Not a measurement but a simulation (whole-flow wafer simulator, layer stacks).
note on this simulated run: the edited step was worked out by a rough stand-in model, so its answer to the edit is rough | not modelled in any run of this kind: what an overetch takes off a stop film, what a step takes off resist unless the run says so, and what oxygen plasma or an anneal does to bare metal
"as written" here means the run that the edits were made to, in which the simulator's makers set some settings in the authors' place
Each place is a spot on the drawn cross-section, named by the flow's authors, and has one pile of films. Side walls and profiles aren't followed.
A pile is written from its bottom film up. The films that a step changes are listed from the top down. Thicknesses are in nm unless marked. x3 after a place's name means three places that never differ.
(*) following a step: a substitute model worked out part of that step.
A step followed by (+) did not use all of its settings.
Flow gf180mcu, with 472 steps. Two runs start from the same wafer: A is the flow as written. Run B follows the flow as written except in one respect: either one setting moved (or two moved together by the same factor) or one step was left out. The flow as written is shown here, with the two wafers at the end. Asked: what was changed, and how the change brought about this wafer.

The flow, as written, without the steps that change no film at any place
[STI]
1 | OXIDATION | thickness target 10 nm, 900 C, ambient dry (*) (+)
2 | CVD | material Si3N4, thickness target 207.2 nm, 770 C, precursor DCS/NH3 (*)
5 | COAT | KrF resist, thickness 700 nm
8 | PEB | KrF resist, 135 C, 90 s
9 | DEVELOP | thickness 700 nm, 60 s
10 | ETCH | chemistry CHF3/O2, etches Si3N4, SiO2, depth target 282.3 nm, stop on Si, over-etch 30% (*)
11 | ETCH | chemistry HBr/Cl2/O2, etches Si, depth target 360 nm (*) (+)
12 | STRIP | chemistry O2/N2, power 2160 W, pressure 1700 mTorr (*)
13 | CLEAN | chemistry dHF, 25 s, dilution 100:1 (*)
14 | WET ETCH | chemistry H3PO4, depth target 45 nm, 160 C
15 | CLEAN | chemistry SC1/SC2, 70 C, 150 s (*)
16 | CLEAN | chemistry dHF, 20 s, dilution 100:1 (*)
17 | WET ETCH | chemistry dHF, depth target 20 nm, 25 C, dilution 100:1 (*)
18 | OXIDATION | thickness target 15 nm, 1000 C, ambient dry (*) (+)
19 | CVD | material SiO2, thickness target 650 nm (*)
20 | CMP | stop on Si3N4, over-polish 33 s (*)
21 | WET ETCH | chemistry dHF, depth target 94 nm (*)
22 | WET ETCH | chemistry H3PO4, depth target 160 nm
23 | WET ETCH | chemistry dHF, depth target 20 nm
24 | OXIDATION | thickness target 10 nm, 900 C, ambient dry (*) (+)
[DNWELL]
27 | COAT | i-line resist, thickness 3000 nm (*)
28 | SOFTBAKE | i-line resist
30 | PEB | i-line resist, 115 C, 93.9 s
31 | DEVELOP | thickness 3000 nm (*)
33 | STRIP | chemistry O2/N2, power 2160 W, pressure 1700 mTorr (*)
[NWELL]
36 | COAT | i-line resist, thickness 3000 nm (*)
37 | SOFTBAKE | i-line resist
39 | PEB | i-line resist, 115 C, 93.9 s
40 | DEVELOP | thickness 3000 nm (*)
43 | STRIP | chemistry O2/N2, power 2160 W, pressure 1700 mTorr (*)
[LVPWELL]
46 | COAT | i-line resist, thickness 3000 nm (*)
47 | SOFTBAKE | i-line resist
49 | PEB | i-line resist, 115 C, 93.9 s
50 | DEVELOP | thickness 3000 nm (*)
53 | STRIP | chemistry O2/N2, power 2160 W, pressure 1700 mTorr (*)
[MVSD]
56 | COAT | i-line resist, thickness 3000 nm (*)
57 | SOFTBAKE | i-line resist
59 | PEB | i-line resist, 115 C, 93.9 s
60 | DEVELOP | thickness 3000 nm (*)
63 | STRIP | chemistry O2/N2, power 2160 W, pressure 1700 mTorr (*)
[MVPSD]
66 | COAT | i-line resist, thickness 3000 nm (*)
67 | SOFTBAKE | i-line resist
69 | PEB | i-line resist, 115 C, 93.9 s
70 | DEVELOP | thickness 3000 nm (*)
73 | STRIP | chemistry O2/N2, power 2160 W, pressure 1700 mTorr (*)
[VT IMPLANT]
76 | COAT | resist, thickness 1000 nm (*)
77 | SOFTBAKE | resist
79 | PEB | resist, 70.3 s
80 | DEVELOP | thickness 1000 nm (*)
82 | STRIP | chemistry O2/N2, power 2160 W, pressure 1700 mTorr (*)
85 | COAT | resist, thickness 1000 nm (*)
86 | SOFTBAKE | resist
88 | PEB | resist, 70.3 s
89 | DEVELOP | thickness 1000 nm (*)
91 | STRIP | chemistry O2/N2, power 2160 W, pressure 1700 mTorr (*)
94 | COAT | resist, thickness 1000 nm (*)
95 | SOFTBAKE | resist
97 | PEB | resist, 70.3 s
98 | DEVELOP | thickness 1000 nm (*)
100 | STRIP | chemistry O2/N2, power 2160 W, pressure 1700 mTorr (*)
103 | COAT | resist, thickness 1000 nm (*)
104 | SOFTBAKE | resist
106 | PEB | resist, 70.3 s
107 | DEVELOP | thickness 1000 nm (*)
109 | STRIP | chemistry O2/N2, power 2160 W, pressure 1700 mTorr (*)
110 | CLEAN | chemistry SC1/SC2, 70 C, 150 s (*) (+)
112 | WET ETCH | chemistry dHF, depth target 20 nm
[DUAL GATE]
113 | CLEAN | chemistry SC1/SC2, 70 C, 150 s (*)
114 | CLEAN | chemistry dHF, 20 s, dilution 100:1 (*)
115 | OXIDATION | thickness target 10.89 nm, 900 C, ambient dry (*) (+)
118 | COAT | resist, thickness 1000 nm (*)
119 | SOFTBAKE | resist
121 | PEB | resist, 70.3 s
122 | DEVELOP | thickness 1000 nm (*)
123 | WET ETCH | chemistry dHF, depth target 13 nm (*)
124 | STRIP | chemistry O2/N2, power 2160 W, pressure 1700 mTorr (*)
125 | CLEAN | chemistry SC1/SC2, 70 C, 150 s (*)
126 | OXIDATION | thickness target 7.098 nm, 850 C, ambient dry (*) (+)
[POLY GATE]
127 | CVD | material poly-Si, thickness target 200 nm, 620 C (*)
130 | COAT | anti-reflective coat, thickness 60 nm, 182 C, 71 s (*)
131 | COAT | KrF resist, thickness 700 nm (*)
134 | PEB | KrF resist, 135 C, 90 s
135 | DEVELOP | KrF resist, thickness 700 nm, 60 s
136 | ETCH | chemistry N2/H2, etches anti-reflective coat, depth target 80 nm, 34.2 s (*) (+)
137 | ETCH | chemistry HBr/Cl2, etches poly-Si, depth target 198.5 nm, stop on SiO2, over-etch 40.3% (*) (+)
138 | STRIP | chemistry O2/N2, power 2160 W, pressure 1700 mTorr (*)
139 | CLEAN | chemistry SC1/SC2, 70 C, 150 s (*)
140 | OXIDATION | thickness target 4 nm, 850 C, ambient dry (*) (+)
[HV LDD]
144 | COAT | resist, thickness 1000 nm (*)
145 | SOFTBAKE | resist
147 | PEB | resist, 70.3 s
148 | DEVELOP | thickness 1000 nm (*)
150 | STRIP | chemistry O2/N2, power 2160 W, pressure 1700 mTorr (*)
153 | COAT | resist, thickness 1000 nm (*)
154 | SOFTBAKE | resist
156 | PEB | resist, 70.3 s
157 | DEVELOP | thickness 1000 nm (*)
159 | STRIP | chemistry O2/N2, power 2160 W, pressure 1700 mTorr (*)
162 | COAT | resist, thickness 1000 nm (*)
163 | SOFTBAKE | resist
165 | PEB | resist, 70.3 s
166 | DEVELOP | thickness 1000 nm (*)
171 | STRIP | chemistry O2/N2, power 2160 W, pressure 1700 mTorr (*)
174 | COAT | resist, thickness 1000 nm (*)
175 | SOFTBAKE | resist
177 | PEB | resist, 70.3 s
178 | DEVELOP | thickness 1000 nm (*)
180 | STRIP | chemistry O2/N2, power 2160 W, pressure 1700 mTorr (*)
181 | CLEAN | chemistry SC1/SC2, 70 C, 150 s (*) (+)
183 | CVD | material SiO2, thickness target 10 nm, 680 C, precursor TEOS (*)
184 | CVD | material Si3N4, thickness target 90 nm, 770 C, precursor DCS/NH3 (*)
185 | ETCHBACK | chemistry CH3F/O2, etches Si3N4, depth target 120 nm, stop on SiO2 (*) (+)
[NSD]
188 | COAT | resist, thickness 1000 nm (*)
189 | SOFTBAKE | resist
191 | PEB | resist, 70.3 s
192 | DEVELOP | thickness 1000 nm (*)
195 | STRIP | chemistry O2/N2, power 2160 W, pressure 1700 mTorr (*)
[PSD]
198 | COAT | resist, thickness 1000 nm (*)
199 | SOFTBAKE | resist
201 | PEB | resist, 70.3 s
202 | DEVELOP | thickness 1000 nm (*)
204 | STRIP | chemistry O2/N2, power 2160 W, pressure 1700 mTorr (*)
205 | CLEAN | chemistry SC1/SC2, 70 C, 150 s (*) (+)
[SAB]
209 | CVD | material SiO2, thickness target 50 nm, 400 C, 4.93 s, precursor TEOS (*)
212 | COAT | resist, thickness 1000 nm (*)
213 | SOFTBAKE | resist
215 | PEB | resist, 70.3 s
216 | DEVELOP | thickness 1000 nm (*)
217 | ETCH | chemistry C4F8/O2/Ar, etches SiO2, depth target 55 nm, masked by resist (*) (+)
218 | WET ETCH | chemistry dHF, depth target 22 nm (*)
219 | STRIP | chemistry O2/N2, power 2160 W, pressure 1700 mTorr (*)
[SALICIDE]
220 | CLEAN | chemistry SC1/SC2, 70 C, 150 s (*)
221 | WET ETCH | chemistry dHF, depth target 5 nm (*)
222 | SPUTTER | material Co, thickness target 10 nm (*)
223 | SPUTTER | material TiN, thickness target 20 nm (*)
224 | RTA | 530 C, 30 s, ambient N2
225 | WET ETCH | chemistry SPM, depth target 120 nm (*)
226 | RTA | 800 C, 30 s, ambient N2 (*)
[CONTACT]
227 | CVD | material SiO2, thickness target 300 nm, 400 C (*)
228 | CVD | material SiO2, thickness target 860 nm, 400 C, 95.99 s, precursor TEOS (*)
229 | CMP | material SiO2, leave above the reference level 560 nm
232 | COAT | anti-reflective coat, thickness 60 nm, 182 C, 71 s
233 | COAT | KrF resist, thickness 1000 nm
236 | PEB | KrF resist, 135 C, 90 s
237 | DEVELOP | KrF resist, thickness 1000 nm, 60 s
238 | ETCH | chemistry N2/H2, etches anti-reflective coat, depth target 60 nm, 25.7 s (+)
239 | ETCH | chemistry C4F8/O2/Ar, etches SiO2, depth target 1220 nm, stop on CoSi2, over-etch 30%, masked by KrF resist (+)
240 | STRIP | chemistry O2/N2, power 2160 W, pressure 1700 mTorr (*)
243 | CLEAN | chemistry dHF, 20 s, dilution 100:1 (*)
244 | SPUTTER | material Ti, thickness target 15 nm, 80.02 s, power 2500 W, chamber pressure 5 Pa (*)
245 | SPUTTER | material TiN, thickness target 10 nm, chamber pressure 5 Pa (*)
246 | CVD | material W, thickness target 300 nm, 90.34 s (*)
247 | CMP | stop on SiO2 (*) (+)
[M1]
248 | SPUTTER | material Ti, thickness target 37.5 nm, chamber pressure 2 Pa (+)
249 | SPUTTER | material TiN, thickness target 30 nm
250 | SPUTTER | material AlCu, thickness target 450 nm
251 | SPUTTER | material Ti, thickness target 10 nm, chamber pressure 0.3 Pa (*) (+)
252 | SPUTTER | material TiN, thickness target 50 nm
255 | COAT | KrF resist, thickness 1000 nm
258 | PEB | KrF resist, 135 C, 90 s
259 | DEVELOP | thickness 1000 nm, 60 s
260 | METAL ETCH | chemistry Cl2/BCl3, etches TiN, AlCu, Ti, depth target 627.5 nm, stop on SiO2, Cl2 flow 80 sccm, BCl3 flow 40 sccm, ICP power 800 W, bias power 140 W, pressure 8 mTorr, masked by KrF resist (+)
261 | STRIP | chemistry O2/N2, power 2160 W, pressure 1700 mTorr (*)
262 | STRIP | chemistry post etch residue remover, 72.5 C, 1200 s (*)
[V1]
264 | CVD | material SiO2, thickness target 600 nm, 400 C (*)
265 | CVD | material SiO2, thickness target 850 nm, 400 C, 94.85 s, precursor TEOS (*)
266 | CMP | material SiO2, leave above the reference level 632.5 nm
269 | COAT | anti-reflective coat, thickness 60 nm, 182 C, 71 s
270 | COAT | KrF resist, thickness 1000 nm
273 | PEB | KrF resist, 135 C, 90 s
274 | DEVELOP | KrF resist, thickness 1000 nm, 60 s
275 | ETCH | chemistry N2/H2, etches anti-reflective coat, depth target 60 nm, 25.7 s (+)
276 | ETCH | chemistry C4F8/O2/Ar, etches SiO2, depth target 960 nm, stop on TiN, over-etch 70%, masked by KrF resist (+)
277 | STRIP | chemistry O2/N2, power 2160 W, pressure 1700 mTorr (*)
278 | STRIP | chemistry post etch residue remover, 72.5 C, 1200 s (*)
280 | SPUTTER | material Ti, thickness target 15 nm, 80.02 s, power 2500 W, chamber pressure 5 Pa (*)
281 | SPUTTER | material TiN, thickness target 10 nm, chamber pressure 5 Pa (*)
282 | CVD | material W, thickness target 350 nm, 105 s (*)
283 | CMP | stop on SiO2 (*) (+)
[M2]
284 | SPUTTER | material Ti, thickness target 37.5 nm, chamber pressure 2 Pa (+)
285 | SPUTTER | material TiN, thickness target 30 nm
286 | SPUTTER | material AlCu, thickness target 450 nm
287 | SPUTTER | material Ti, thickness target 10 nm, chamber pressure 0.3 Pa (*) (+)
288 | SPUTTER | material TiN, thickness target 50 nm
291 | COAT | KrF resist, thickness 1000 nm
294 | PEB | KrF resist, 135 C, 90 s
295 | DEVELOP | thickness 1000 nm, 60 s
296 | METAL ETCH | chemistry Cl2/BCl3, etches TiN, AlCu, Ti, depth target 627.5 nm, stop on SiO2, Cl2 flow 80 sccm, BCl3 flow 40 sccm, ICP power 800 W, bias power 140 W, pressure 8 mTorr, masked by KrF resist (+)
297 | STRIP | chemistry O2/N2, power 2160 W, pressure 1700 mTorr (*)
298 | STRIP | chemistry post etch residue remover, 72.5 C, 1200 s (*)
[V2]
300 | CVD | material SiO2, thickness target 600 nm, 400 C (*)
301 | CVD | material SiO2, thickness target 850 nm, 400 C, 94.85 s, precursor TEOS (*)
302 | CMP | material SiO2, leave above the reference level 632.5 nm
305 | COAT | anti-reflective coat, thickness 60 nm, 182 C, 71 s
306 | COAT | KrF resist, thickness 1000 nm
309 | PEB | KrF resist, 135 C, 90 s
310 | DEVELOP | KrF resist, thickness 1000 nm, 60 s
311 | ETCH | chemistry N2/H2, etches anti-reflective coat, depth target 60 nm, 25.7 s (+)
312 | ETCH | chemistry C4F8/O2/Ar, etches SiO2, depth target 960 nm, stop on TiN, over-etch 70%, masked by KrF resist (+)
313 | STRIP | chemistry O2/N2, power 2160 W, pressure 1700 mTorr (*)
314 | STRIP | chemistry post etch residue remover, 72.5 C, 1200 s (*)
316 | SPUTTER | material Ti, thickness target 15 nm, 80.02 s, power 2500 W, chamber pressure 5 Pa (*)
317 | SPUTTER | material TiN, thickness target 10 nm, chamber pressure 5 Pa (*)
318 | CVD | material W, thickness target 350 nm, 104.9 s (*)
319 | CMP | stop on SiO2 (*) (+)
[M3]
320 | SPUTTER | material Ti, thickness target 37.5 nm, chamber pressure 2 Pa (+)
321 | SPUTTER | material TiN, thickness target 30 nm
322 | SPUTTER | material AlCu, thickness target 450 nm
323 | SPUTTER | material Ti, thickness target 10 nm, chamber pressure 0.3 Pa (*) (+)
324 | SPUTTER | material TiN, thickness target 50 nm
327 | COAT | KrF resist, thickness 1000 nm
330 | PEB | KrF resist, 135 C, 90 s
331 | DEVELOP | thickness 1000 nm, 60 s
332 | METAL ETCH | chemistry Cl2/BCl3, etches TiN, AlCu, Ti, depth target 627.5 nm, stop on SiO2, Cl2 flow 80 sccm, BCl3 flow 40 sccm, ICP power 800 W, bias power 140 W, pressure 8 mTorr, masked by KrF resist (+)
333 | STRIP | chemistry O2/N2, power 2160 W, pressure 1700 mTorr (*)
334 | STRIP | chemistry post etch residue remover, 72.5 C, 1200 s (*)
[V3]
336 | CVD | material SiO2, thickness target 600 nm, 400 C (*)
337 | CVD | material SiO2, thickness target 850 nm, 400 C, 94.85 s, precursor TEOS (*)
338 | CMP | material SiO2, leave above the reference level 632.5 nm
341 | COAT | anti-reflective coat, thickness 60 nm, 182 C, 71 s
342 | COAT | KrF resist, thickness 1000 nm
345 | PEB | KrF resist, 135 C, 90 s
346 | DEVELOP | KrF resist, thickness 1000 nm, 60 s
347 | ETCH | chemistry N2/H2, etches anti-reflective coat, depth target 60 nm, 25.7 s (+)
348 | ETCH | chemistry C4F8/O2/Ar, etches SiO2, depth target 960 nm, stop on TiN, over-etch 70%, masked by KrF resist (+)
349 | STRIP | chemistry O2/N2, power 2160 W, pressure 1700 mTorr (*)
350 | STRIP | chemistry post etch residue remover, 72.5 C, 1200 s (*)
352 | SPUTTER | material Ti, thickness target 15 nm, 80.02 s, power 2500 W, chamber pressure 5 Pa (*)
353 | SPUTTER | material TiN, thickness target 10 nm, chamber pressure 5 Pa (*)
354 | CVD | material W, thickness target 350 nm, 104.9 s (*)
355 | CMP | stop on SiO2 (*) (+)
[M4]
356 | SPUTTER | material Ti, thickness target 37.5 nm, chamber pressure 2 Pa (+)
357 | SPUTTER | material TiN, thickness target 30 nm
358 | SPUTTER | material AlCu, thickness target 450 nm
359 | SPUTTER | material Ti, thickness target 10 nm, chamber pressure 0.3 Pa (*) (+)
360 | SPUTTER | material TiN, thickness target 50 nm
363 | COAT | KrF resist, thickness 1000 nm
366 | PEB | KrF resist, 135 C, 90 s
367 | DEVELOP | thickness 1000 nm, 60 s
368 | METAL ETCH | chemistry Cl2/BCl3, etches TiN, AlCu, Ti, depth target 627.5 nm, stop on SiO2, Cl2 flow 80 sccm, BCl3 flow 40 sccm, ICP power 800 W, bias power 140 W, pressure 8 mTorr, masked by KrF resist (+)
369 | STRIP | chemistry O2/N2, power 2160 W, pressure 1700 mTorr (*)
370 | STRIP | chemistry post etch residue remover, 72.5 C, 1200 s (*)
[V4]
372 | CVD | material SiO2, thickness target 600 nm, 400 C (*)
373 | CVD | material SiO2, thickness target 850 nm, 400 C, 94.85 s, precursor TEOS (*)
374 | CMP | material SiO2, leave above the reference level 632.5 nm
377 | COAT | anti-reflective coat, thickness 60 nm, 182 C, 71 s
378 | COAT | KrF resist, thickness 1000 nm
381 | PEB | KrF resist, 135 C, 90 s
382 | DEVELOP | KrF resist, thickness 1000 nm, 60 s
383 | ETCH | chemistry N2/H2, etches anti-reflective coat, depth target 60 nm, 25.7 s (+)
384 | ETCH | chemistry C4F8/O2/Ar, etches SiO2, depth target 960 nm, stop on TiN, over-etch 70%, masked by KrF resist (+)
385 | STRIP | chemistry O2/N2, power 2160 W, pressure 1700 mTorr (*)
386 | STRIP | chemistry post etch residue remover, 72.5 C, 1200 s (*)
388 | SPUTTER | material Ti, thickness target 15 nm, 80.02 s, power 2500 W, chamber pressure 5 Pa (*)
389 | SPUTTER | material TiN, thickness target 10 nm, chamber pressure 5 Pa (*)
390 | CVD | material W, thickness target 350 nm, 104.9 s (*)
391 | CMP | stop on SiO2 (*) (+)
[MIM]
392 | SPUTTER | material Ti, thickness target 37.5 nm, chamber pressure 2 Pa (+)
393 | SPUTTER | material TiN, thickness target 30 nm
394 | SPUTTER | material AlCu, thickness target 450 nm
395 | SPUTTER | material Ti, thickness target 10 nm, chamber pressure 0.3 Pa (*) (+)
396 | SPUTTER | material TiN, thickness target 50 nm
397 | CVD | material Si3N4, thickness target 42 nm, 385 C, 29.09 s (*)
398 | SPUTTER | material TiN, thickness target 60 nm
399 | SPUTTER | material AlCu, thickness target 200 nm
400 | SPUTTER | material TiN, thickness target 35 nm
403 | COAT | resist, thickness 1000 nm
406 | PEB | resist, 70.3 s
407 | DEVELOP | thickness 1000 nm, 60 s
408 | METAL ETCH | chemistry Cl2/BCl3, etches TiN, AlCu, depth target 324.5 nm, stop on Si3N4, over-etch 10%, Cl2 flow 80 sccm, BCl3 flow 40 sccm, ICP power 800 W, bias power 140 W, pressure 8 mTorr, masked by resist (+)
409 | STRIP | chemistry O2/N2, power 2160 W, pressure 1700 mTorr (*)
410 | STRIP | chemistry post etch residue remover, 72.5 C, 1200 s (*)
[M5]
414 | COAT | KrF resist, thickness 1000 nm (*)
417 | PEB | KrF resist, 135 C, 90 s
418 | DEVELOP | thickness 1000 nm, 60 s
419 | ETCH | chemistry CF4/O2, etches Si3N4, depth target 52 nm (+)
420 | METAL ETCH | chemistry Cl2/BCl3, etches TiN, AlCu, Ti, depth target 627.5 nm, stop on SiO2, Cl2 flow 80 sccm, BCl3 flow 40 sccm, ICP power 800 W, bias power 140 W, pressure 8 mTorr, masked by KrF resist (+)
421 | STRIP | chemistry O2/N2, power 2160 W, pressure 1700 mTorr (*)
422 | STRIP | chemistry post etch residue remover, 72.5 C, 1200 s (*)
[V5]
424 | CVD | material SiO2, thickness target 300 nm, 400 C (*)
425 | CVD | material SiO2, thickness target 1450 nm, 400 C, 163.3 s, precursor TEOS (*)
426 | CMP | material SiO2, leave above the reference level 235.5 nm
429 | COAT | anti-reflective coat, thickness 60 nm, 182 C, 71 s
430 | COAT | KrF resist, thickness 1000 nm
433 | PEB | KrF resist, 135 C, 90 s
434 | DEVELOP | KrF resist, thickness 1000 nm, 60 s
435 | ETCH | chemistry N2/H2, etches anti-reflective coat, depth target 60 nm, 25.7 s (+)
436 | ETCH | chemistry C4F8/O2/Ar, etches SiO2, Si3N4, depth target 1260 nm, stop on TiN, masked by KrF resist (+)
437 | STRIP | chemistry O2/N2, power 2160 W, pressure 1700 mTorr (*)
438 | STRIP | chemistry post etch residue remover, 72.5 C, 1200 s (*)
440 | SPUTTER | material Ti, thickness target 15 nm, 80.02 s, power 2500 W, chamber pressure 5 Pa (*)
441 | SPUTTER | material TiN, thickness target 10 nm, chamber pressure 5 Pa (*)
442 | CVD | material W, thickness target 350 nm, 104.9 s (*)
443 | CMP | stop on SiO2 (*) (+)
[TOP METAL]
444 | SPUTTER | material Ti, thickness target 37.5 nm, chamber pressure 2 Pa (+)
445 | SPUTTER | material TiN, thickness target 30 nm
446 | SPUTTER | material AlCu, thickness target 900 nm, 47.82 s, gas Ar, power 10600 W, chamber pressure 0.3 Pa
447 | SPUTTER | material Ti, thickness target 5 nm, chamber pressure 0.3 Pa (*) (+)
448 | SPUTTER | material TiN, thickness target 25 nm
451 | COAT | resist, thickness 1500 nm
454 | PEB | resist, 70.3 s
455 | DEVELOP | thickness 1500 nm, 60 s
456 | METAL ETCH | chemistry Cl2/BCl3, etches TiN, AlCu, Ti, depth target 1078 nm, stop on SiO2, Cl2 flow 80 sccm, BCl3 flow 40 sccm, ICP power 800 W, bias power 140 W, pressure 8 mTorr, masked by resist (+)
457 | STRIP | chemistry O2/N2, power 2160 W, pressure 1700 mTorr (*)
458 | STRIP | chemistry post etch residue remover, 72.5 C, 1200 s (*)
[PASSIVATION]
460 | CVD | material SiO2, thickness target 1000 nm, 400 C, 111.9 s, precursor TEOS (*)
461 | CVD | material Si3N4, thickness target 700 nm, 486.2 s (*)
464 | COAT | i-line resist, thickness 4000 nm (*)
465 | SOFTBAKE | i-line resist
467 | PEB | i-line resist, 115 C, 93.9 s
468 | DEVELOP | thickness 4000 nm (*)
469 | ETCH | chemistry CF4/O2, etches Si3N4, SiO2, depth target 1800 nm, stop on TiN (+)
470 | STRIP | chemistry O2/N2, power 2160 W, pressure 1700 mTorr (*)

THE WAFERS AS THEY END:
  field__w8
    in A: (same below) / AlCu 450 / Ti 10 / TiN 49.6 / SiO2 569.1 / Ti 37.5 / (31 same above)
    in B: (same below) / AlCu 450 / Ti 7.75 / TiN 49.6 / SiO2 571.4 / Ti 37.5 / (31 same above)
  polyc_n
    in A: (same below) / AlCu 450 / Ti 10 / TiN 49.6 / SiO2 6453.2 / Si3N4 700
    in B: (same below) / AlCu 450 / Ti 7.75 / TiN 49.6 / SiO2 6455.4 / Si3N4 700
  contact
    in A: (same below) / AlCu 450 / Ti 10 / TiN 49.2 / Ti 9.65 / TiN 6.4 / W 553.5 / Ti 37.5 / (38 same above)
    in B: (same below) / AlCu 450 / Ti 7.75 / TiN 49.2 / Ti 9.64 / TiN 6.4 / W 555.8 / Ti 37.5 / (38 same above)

Cause: step 251, SPUTTER: thickness target 7.75 nm was run, while the flow as written has thickness target 10 nm.
The wafer itself shows it: field__w8 has Ti 7.75, and step 251 as written asks for 10 nm.

Step by step, how the change led to this:
  251 | SPUTTER | material Ti, thickness target 10 nm, chamber pressure 0.3 Pa (*) (+)
      field, field__w1, field__w2 and 108 more: A Ti gains 10 (new film) | B Ti gains 7.75 (new film)
  260 | METAL ETCH | chemistry Cl2/BCl3, etches TiN, AlCu, Ti, depth target 627.5 nm, stop on SiO2, Cl2 flow 80 sccm, BCl3 flow 40 sccm, ICP power 800 W, bias power 140 W, pressure 8 mTorr, masked by KrF resist (+)
      field, field__w1, field__w2 and 99 more: A TiN loses 50 (all of it), Ti loses 10 (all of it), AlCu loses 450 (all of it), TiN loses 30 (all of it), Ti loses 37.5 (all of it) | B TiN loses 50 (all of it), Ti loses 7.75 (all of it), AlCu loses 450 (all of it), TiN loses 30 (all of it), Ti loses 37.5 (all of it)
